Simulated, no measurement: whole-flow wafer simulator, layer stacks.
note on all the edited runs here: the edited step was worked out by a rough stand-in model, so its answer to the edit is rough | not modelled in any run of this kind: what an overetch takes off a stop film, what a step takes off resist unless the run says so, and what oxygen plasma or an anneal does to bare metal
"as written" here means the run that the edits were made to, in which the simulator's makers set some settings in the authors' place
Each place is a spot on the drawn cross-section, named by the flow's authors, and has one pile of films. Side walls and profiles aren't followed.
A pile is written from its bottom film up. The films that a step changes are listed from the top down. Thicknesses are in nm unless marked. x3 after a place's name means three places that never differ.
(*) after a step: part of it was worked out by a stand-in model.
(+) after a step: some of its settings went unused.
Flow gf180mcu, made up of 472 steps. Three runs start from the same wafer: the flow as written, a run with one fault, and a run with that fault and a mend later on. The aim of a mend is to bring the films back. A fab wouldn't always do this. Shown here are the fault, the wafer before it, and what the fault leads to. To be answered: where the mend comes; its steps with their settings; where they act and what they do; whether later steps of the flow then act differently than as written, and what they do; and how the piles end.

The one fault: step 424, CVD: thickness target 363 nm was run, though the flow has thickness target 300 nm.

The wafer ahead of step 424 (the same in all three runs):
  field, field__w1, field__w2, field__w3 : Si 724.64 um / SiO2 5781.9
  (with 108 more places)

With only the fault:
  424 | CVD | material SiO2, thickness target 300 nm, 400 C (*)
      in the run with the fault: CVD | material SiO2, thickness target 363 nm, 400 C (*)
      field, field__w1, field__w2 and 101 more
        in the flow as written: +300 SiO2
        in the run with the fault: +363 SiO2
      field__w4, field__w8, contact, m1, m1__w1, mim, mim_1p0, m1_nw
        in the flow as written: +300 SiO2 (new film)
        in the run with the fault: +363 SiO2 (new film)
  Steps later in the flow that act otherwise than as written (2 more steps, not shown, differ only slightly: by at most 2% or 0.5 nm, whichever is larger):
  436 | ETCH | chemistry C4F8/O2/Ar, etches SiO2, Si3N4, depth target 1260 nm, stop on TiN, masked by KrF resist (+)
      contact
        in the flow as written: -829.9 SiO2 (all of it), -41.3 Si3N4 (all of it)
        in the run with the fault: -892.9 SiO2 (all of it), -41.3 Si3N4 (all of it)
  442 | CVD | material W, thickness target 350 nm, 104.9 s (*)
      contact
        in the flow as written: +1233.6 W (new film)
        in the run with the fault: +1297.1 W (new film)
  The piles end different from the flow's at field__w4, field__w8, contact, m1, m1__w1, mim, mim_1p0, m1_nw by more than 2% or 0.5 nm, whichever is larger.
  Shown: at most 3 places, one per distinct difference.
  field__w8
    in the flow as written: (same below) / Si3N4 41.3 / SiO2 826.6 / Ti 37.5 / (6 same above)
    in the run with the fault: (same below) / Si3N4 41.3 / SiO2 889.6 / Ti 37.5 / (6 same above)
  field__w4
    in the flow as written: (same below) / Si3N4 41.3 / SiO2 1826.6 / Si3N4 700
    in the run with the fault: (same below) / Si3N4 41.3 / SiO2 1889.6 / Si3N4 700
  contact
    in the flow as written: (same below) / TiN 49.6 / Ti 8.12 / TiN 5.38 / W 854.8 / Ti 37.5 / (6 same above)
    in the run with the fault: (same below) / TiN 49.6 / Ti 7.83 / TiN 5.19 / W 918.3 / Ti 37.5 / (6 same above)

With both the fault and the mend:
  The mend follows step 424.
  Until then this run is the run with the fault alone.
  424a | WET ETCH | chemistry dHF, depth target 63 nm, 25 C, dilution 100:1 (a further turn of the flow's step 17, with different settings)
      field, field__w1, field__w2 and 109 more
        -63 SiO2
  Every later step of the flow that is run acts as written at every place that is followed.
  The piles end the same as the flow's at every place that both follow.
